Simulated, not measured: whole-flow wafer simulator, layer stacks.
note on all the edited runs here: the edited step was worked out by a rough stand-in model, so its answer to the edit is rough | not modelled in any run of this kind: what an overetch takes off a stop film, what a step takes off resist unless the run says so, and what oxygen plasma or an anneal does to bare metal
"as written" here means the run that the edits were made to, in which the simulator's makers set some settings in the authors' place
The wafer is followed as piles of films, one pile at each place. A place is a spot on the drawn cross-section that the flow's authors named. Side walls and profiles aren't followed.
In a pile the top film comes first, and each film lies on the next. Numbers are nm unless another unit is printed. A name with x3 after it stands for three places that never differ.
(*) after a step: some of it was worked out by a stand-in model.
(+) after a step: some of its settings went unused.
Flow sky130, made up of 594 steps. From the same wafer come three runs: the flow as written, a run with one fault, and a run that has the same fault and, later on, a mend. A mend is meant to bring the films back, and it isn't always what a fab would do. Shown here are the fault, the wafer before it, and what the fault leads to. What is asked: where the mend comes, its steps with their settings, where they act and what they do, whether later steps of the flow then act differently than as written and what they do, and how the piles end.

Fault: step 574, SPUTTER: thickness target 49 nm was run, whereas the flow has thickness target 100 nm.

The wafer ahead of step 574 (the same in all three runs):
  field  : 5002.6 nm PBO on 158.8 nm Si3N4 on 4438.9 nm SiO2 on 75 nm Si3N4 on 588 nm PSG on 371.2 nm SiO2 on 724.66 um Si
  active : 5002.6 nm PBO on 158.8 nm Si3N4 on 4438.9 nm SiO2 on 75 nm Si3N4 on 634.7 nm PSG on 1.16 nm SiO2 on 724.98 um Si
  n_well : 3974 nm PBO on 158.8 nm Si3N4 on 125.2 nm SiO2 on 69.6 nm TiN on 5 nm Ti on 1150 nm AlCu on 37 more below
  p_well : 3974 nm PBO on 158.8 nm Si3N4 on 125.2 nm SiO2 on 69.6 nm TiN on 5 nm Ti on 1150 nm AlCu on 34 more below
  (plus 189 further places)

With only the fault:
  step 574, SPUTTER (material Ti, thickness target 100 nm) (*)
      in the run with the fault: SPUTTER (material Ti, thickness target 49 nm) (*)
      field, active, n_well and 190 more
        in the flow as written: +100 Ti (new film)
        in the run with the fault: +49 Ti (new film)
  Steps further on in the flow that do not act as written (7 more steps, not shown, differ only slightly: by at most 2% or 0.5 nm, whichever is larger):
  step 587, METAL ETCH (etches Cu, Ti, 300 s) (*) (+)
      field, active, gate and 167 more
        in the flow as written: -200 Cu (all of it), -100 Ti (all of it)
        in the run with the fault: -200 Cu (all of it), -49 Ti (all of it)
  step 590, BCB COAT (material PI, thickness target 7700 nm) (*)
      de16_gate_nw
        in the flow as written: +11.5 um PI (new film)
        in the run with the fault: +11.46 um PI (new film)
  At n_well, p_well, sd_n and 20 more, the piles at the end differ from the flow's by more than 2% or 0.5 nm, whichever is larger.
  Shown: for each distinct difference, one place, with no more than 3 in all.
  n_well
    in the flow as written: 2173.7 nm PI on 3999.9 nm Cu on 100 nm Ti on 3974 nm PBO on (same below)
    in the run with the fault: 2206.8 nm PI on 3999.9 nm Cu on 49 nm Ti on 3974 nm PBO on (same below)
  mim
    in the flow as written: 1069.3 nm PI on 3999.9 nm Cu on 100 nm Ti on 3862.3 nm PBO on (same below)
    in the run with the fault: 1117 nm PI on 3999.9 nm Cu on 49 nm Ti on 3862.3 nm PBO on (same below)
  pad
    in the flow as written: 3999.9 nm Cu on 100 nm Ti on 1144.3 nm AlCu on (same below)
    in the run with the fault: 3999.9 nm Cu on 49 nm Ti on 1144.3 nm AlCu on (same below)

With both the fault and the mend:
  After step 574 comes the mend.
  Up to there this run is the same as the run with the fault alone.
  step 574a, SPUTTER (material Ti, thickness target 51 nm) (*) (the flow's step 574 again, with other settings)
      field, active, n_well and 190 more
        +51 Ti
  Later steps of the flow that are run all act as written at every place that is followed.
  At every place that both follow, the piles at the end match the flow's.
